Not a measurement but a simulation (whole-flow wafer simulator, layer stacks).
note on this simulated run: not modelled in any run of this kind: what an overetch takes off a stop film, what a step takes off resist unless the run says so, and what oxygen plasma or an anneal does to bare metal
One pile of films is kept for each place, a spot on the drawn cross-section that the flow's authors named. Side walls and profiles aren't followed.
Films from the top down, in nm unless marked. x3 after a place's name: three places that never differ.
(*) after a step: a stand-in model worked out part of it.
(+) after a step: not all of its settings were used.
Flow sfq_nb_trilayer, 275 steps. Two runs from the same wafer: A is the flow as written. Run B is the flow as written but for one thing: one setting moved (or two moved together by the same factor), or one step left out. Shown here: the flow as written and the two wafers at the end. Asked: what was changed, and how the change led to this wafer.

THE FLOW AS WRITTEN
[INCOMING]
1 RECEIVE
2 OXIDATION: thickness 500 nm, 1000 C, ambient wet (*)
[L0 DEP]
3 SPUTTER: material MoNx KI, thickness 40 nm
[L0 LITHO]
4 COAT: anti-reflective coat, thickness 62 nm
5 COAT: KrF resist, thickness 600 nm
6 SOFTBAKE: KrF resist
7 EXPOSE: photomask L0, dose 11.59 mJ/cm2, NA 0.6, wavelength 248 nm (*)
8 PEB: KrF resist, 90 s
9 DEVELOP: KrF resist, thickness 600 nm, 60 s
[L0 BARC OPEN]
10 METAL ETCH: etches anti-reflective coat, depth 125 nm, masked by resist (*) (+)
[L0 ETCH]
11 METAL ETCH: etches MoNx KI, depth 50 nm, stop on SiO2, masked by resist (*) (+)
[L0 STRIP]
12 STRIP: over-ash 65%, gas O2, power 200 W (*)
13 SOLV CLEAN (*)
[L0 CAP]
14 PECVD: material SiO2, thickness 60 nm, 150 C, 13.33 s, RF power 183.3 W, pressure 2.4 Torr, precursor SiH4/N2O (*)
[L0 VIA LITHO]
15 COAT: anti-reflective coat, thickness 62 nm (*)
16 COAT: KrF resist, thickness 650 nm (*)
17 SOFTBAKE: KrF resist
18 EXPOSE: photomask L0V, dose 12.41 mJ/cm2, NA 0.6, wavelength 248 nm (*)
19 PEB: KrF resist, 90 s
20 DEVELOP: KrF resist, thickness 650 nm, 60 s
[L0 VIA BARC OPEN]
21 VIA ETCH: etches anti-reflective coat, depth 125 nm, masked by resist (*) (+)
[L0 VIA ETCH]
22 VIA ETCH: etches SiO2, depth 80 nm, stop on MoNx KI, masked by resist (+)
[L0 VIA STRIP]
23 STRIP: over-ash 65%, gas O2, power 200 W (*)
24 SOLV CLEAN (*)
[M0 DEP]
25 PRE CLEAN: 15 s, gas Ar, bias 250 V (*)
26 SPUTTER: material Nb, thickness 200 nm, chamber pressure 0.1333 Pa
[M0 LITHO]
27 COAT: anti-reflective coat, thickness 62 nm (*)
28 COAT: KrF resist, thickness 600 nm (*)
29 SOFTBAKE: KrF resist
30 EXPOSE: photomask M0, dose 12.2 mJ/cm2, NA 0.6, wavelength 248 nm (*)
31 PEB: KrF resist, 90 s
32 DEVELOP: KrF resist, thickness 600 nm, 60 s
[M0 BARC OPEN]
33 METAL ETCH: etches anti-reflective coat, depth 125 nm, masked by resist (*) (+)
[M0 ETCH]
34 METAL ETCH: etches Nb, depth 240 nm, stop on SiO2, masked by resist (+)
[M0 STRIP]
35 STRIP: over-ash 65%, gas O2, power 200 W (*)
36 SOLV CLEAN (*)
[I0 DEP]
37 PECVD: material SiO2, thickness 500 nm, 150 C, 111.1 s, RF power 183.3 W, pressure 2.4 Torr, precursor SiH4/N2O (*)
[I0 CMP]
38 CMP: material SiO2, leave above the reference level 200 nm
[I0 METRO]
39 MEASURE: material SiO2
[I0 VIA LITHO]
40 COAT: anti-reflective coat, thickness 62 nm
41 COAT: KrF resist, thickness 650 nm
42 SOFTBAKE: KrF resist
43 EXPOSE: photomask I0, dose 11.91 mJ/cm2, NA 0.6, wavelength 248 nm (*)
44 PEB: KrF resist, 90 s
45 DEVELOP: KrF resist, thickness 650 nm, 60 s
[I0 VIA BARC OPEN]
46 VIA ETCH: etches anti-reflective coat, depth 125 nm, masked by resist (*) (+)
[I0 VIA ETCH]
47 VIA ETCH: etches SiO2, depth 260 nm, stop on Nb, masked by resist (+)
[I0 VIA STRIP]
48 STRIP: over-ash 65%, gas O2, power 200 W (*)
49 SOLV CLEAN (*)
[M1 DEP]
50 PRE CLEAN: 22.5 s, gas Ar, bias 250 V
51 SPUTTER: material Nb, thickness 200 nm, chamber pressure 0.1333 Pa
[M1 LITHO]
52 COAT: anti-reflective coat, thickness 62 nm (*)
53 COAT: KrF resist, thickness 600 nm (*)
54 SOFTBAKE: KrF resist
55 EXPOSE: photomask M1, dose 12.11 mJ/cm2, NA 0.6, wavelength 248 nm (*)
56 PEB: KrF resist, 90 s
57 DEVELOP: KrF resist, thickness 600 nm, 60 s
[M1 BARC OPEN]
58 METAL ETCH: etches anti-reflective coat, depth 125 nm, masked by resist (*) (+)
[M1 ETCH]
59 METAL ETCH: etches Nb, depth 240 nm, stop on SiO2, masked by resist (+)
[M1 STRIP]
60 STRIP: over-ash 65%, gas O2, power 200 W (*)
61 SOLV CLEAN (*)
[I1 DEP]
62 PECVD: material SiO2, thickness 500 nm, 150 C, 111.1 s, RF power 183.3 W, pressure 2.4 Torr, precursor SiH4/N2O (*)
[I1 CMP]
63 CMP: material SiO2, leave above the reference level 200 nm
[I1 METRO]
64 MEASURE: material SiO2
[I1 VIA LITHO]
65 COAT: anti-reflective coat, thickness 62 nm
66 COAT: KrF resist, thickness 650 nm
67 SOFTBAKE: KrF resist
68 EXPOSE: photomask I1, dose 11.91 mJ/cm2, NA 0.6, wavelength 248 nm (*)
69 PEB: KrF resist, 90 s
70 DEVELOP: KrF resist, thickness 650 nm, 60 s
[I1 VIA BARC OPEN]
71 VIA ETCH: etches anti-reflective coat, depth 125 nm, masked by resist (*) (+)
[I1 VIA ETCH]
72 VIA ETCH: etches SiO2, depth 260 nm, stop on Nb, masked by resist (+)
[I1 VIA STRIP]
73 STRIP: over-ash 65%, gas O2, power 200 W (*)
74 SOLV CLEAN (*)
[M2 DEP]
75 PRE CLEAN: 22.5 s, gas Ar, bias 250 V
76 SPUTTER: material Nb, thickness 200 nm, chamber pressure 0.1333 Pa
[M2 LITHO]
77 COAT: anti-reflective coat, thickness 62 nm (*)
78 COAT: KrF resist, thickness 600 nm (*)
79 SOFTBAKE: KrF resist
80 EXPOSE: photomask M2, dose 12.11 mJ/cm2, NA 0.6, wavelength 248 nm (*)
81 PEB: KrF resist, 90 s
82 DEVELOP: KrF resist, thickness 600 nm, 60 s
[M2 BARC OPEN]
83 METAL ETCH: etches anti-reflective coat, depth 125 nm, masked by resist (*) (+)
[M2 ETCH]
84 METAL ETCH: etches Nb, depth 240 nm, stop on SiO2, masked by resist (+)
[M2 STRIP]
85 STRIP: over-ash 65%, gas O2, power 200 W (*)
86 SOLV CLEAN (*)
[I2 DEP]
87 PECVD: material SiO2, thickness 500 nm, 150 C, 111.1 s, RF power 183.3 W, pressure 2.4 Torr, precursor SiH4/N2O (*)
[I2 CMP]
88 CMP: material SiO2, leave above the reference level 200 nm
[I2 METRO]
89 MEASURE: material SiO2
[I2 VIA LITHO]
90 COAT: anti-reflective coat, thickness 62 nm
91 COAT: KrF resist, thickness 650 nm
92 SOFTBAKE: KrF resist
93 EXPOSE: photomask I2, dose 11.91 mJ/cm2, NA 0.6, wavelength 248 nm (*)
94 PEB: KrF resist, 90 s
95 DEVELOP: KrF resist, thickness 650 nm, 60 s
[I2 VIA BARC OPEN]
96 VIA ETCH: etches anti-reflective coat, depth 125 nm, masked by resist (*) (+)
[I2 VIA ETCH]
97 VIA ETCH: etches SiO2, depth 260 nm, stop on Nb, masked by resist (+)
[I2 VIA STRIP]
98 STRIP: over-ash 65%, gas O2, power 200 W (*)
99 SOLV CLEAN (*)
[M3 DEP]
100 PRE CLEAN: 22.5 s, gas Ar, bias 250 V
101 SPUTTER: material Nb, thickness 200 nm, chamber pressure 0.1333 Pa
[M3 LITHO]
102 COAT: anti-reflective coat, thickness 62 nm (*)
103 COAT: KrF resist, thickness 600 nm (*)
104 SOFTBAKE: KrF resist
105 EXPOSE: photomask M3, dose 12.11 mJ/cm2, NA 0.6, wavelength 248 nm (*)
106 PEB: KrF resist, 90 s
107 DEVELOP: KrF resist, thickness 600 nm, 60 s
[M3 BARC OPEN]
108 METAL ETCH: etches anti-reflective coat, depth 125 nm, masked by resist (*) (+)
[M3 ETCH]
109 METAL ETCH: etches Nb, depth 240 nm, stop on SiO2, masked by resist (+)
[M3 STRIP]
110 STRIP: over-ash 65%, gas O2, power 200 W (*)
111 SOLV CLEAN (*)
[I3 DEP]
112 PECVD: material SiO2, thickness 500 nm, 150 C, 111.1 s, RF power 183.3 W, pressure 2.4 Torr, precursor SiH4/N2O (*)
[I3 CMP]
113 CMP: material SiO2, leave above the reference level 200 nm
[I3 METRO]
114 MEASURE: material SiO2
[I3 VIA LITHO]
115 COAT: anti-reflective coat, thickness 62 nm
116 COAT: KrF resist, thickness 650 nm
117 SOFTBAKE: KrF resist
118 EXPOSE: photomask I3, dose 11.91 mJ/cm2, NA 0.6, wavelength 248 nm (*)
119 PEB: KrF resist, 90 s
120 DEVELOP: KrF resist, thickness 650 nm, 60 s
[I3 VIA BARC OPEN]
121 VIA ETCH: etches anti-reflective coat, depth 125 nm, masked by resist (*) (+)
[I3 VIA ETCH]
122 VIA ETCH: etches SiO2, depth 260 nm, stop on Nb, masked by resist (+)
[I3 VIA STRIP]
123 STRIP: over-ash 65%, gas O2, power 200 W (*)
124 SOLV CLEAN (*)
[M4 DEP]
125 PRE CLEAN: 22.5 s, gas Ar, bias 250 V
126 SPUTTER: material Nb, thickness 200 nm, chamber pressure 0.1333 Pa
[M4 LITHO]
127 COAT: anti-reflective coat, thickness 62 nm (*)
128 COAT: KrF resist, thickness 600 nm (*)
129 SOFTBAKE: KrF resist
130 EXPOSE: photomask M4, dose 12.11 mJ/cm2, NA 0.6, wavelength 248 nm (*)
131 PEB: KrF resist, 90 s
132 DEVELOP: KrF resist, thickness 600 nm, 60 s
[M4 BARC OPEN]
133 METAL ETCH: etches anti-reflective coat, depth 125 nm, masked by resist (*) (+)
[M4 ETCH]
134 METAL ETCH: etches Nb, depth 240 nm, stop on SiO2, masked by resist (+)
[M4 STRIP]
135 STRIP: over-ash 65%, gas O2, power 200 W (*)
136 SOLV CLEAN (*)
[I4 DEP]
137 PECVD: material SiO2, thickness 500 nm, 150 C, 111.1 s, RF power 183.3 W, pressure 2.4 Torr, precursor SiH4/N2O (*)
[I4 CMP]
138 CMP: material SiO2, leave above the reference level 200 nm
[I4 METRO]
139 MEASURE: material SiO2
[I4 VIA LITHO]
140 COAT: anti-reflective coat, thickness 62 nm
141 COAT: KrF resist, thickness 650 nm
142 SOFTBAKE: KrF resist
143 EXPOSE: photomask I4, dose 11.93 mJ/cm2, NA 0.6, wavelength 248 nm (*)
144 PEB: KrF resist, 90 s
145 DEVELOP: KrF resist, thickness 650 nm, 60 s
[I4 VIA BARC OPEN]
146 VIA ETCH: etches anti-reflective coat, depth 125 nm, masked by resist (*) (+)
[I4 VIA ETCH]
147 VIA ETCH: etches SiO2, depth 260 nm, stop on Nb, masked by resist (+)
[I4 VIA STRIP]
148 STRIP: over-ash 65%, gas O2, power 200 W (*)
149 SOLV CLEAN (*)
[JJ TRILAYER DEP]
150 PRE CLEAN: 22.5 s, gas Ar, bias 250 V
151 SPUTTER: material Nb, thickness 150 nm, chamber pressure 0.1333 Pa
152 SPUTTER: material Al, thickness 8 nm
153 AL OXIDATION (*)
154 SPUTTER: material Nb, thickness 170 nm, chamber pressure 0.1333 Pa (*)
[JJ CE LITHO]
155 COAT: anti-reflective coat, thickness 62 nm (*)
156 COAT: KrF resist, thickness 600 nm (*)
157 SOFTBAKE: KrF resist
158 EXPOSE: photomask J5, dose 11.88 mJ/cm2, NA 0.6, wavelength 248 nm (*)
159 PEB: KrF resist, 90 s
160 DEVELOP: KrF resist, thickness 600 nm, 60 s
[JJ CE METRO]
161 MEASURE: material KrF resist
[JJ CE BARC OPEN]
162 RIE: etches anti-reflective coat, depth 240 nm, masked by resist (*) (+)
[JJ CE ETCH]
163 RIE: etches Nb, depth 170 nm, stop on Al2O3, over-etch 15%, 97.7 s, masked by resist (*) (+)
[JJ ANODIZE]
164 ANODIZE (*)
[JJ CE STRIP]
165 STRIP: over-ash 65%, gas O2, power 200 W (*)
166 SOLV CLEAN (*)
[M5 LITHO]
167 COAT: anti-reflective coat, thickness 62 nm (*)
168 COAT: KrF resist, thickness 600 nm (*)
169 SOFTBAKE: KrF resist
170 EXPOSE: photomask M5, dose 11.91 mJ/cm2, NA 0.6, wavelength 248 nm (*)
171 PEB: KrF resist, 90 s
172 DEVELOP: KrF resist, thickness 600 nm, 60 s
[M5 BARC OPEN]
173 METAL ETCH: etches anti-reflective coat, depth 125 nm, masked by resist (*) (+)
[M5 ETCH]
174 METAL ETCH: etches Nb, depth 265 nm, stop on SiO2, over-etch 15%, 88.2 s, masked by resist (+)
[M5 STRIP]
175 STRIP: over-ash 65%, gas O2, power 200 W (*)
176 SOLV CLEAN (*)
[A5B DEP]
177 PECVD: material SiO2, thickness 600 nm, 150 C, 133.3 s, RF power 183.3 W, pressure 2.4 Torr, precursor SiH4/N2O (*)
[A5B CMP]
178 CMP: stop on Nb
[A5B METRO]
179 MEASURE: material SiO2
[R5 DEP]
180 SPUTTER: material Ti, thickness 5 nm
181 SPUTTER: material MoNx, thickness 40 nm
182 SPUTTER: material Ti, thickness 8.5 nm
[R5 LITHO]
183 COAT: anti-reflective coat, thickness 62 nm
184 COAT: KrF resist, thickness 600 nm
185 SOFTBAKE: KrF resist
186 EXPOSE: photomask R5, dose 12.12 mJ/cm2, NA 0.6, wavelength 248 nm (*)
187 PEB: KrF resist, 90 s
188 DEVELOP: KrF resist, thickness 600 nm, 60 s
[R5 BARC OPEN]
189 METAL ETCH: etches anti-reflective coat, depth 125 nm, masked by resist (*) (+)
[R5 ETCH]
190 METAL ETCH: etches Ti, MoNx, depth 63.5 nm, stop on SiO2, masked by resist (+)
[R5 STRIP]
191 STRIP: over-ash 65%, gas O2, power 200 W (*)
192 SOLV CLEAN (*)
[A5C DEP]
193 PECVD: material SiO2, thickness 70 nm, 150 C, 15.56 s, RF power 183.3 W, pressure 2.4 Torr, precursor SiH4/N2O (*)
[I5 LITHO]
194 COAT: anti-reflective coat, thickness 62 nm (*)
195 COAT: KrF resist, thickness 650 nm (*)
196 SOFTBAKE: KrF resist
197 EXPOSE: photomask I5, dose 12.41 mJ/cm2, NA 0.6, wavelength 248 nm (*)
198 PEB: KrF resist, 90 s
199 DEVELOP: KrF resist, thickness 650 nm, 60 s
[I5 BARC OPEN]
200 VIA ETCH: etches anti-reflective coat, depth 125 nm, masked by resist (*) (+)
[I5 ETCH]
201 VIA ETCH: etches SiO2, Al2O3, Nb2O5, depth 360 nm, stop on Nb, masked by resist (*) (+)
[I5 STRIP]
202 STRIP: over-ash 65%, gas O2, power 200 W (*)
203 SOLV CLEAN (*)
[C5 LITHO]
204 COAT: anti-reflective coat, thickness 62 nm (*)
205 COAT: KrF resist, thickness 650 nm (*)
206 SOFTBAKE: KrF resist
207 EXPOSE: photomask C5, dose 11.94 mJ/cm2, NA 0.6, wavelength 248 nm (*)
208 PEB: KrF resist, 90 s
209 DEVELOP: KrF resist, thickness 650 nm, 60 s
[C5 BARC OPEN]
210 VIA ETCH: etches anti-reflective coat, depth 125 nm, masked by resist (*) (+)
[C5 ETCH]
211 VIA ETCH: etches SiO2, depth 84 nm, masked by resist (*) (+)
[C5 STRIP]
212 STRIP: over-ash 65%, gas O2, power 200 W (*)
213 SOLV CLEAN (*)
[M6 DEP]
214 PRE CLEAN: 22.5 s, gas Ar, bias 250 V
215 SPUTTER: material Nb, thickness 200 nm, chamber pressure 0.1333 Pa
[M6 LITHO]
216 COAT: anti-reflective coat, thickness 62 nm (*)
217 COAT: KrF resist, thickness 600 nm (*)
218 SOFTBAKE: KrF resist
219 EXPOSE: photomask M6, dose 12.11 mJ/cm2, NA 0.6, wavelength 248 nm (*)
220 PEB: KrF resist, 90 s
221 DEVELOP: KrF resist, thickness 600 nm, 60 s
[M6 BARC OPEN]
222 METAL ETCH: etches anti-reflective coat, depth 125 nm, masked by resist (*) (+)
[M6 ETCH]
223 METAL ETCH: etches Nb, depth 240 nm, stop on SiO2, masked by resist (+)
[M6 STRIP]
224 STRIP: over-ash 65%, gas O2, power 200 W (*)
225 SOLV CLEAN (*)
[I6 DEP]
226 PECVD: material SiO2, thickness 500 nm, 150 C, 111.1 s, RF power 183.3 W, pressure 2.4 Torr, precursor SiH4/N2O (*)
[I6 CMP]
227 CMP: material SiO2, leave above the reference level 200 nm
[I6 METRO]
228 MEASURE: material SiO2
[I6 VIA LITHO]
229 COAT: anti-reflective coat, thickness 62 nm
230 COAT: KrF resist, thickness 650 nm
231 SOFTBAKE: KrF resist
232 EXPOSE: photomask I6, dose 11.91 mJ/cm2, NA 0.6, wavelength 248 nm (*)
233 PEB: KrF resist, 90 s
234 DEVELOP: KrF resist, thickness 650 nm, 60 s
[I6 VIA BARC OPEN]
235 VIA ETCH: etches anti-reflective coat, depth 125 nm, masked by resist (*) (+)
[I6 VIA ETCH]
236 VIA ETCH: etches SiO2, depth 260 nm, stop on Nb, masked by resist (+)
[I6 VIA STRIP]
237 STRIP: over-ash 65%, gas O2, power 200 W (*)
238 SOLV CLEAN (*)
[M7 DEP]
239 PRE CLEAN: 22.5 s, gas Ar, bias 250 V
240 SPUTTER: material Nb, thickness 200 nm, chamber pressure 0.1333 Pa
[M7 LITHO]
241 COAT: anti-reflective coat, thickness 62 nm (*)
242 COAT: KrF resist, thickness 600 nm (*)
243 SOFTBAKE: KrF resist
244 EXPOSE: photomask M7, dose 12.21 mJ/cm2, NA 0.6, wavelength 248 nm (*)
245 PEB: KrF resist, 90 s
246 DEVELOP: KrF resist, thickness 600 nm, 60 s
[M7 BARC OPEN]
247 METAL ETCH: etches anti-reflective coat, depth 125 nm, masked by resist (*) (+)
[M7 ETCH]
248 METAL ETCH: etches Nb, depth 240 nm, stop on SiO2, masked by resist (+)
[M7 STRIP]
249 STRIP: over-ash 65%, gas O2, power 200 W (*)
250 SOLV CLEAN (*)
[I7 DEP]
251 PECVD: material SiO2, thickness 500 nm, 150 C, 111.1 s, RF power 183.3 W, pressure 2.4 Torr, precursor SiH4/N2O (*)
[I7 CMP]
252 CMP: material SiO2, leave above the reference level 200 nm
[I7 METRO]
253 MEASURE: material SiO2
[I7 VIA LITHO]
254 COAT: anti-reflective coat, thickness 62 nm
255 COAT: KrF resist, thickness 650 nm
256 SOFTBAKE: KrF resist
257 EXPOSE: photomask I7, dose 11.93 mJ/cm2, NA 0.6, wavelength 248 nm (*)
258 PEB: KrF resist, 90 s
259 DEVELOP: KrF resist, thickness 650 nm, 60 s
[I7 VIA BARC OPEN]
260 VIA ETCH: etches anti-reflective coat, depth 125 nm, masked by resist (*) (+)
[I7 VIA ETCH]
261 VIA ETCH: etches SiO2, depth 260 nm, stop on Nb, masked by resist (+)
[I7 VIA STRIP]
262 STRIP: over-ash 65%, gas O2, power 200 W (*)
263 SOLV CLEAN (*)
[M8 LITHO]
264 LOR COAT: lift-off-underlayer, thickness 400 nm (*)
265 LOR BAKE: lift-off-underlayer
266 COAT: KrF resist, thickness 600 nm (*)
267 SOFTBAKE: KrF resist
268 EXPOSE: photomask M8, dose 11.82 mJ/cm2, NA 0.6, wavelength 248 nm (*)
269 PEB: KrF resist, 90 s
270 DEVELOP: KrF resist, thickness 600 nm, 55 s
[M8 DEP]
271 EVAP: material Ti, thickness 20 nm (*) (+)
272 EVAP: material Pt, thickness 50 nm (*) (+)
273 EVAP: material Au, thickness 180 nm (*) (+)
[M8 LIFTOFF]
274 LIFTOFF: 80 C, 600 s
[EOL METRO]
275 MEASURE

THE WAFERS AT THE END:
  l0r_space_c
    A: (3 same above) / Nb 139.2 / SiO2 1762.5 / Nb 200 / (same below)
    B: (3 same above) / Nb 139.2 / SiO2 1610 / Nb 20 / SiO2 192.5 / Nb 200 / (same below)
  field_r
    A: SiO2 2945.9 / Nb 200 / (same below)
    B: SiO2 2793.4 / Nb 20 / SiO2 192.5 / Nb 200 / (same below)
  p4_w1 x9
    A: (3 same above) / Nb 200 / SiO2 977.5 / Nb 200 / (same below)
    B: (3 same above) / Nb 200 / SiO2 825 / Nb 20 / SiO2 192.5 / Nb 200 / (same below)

The cause: step 51, SPUTTER: thickness 260 nm was run, where the flow has thickness 200 nm.

How the change led to this, step by step:
  51 SPUTTER: material Nb, thickness 200 nm, chamber pressure 0.1333 Pa
      field_l, v_sur, via_wl and 102 more: A Nb +200 (new film) | B Nb +260 (new film)
      via_w: A Nb +174.5 | B Nb +227.6
  52 COAT: anti-reflective coat, thickness 62 nm (*)
      via_wr: A anti-reflective coat +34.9 (new film) | B anti-reflective coat +33.2 (new film)
  59 METAL ETCH: etches Nb, depth 240 nm, stop on SiO2, masked by resist (+)
      field_l, be, be_sur and 79 more: A Nb -200 (all of it) | B Nb -240
  60 STRIP: over-ash 65%, gas O2, power 200 W (*)
      via_wr: A KrF resist -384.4 (all of it), anti-reflective coat -34.9 (all of it) | B KrF resist -385 (all of it), anti-reflective coat -33.2 (all of it)
  62 PECVD: material SiO2, thickness 500 nm, 150 C, 111.1 s, RF power 183.3 W, pressure 2.4 Torr, precursor SiH4/N2O (*)
      field_l, be, be_sur and 72 more: A SiO2 +500 | B SiO2 +500 (new film)
      lsp_m, ln_m6, lsp_r, l0_sur, l0v: A SiO2 +494.9 | B SiO2 +493.9 (new film)
      (and at 3 more places)
  63 CMP: material SiO2, leave above the reference level 200 nm
      field_l, be, be_sur and 72 more: A SiO2 -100 | B SiO2 -60
      lsp_m, ln_m6, lsp_r, l0_sur, l0v: A SiO2 -94.9 | B SiO2 -53.9
      (and at 1 more place)
Counting metal films that touch as one body, l0r_space_c has 3 bodies (between them, from the top down: SiO2 1610; SiO2 192.5); the flow as written gives 2 bodies (between them, from the top down: SiO2 1762.5).
Counting metal films that touch as one body, field_r has 2 bodies (between them, from the top down: SiO2 192.5); the flow as written gives 1 body.
Counting metal films that touch as one body, p4_w1 x9 has 4 bodies (between them, from the top down: SiO2 192.5; SiO2 825; SiO2 192.5); the flow as written gives 3 bodies (between them, from the top down: SiO2 192.5; SiO2 977.5).
